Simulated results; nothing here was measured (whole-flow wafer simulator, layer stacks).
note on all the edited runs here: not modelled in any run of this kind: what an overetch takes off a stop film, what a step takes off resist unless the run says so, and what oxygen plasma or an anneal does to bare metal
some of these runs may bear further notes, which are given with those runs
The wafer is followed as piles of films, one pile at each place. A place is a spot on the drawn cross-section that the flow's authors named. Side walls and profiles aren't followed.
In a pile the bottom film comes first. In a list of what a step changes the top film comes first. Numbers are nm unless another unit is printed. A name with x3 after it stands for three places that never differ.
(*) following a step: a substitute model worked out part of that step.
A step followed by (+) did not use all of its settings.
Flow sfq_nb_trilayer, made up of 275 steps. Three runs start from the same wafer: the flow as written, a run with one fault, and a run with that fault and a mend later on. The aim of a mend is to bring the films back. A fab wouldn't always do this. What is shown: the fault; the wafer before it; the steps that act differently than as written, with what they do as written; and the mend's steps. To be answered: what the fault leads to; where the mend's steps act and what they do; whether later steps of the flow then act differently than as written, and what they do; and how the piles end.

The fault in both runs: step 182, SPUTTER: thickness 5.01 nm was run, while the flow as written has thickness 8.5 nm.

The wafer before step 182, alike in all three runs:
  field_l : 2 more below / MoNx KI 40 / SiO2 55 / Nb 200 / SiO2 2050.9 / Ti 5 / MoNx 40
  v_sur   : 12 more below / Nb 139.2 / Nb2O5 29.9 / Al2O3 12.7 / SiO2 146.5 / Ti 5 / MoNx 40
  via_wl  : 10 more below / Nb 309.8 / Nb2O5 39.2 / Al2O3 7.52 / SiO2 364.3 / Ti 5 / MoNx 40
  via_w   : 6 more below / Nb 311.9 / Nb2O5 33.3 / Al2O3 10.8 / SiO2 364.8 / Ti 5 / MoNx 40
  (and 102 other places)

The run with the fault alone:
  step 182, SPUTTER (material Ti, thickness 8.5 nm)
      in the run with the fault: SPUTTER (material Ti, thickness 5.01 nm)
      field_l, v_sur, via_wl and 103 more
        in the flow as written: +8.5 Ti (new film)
        in the run with the fault: +5.01 Ti (new film)
  Steps later in the flow that act otherwise than as written (13 more steps, not shown, differ only slightly: by at most 2% or 0.5 nm, whichever is larger):
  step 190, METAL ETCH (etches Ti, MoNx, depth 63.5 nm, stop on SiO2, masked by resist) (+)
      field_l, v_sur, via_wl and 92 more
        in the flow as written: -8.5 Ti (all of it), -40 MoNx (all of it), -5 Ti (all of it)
        in the run with the fault: -5.01 Ti (all of it), -40 MoNx (all of it), -5 Ti (all of it)
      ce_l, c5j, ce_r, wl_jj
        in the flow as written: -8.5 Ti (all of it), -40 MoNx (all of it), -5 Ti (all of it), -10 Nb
        in the run with the fault: -5.01 Ti (all of it), -40 MoNx (all of it), -5 Ti (all of it), -13.5 Nb
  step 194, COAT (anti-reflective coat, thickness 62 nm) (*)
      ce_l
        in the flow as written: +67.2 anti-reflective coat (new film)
        in the run with the fault: +68.7 anti-reflective coat (new film)
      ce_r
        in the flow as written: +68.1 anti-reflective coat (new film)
        in the run with the fault: +69.5 anti-reflective coat (new film)
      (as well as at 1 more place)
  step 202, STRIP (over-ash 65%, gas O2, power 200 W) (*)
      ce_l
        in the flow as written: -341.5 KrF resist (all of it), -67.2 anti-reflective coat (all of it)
        in the run with the fault: -342.4 KrF resist (all of it), -68.7 anti-reflective coat (all of it)
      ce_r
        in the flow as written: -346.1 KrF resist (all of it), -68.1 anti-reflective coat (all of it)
        in the run with the fault: -346.7 KrF resist (all of it), -69.5 anti-reflective coat (all of it)
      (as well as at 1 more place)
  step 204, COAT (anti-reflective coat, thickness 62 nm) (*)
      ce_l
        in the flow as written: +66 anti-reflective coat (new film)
        in the run with the fault: +67.6 anti-reflective coat (new film)
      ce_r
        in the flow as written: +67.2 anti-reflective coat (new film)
        in the run with the fault: +68.6 anti-reflective coat (new film)
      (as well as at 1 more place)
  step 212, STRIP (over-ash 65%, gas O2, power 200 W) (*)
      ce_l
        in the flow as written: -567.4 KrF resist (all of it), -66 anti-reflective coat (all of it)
        in the run with the fault: -568.1 KrF resist (all of it), -67.6 anti-reflective coat (all of it)
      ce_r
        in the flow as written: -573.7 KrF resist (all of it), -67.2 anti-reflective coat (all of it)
        in the run with the fault: -574.1 KrF resist (all of it), -68.6 anti-reflective coat (all of it)
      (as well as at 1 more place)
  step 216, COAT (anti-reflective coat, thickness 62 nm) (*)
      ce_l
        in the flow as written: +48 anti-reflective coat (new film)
        in the run with the fault: +49.1 anti-reflective coat (new film)
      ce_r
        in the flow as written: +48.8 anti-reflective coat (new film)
        in the run with the fault: +49.8 anti-reflective coat (new film)
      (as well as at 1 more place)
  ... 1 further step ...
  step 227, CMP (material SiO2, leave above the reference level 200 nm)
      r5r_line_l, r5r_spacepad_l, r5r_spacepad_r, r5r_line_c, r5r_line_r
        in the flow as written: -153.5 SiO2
        in the run with the fault: -150 SiO2
  At ce_l, ce_r, be_r and 7 more, the piles at the end differ from the flow's by more than 2% or 0.5 nm, whichever is larger.
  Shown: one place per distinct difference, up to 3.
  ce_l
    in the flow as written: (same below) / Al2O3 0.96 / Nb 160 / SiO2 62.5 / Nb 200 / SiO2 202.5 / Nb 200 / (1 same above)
    in the run with the fault: (same below) / Al2O3 0.96 / Nb 156.5 / SiO2 62.5 / Nb 200 / SiO2 206 / Nb 200 / (1 same above)
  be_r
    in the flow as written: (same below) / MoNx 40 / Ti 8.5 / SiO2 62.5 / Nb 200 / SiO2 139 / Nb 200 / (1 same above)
    in the run with the fault: (same below) / MoNx 40 / Ti 5.01 / SiO2 62.5 / Nb 200 / SiO2 142.5 / Nb 200 / (1 same above)
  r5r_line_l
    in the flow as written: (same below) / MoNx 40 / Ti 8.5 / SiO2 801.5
    in the run with the fault: (same below) / MoNx 40 / Ti 5.01 / SiO2 805

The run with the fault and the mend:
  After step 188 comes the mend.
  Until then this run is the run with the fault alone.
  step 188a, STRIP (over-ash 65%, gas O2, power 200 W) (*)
      field_l, v_sur, via_wl and 96 more
        -62 anti-reflective coat (all of it)
      be_r, r_sur, res, r_end, r5r_line_l, r5r_line_c, r5r_line_r
        -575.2 KrF resist (all of it), -62 anti-reflective coat (all of it)
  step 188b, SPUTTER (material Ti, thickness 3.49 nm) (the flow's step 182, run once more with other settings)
      field_l, v_sur, via_wl and 103 more
        +3.49 Ti
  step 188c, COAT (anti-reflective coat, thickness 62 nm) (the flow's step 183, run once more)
      field_l, v_sur, via_wl and 103 more
        +62 anti-reflective coat (new film)
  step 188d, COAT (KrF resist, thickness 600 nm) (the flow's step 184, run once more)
      field_l, v_sur, via_wl and 103 more
        +600 KrF resist (new film)
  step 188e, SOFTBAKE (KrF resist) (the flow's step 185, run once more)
      does not change any film at any place that is followed
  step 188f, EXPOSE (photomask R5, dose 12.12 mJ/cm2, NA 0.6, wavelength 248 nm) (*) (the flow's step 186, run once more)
      does not change any film at any place that is followed
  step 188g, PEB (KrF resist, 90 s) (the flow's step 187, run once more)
      field_l, v_sur, via_wl and 103 more
        -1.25 KrF resist
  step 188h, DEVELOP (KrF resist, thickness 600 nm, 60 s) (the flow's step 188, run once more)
      field_l, v_sur, via_wl and 96 more
        -598.7 KrF resist (all of it)
      be_r, r_sur, res, r_end, r5r_line_l, r5r_line_c, r5r_line_r
        -23.5 KrF resist
  Every later step of the flow that is run acts as written at every place that is followed.
  The piles end the same as the flow's at every place that both follow.
